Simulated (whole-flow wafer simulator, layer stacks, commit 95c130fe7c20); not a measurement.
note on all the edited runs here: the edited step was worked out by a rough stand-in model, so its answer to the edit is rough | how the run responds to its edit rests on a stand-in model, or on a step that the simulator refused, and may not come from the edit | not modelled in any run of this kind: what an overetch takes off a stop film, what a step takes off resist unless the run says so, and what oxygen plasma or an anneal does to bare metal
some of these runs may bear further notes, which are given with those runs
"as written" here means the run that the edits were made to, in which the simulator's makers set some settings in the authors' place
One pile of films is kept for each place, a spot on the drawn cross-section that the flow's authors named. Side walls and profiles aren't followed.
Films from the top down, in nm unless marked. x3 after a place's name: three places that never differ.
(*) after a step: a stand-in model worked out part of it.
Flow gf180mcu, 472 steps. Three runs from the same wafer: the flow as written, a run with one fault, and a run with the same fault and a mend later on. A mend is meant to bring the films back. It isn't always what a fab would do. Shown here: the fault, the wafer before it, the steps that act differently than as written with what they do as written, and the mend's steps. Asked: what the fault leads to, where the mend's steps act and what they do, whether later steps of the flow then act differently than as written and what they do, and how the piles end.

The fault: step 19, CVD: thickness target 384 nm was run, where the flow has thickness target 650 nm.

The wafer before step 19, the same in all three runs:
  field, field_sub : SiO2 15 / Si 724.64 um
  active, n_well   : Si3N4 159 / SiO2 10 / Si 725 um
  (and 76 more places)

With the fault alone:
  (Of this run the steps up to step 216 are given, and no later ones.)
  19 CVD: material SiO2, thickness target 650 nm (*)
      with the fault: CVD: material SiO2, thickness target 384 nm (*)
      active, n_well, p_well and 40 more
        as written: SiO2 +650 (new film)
        with the fault: SiO2 +384 (new film)
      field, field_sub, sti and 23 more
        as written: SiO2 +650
        with the fault: SiO2 +384
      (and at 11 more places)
  Later steps of the flow that act differently than as written (6 more steps differ only slightly, by at most 2% or 0.5 nm, whichever is larger, and aren't shown):
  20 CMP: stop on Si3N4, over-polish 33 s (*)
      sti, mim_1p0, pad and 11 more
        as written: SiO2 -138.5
        with the fault: nothing
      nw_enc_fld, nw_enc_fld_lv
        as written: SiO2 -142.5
        with the fault: nothing
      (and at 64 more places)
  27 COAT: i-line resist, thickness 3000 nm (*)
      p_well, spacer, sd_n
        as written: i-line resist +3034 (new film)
        with the fault: i-line resist +2915.9 (new film)
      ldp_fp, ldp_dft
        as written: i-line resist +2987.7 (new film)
        with the fault: i-line resist +2906 (new film)
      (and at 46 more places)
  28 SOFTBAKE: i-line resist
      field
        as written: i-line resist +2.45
        with the fault: i-line resist -5.54
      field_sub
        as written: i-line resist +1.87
        with the fault: i-line resist -4.84
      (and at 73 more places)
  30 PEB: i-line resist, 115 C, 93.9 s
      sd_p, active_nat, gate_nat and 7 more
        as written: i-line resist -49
        with the fault: i-line resist -47.9
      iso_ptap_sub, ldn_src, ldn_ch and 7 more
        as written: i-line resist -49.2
        with the fault: i-line resist -47.7
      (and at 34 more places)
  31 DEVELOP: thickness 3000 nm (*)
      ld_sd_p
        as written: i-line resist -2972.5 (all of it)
        with the fault: i-line resist -2905 (all of it)
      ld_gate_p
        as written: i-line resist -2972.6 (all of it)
        with the fault: i-line resist -2904.5 (all of it)
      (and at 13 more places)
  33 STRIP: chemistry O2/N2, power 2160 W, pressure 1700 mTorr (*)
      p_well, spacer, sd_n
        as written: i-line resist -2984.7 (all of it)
        with the fault: i-line resist -2868.6 (all of it)
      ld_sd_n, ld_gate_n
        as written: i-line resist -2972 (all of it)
        with the fault: i-line resist -2906.1 (all of it)
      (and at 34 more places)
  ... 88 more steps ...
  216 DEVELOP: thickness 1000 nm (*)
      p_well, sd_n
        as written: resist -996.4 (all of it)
        with the fault: resist -890.8 (all of it)
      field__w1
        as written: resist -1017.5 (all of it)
        with the fault: resist -1083.2 (all of it)
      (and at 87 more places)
  After step 216 the piles differ from the flow's by more than 2% or 0.5 nm, whichever is larger, at field, field__w1, field__w2 and 52 more.
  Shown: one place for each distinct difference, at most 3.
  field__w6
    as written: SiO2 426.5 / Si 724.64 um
    with the fault: SiO2 58.6 / poly-Si 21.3 / SiO2 256.1 / Si 724.63 um
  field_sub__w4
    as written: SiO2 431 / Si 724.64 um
    with the fault: SiO2 58.8 / poly-Si 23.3 / SiO2 256.1 / Si 724.63 um
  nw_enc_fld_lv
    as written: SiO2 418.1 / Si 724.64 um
    with the fault: SiO2 58.3 / poly-Si 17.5 / SiO2 241.8 / Si 724.63 um

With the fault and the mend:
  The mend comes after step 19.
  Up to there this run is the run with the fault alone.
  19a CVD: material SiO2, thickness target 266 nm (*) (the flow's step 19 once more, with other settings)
      field, field_sub, active and 77 more
        SiO2 +266
  No later step of the flow acts differently than as written, at any place that is followed, by more than 2% or 0.5 nm, whichever is larger.
  At the end the piles are the same as the flow's at every place that both follow.
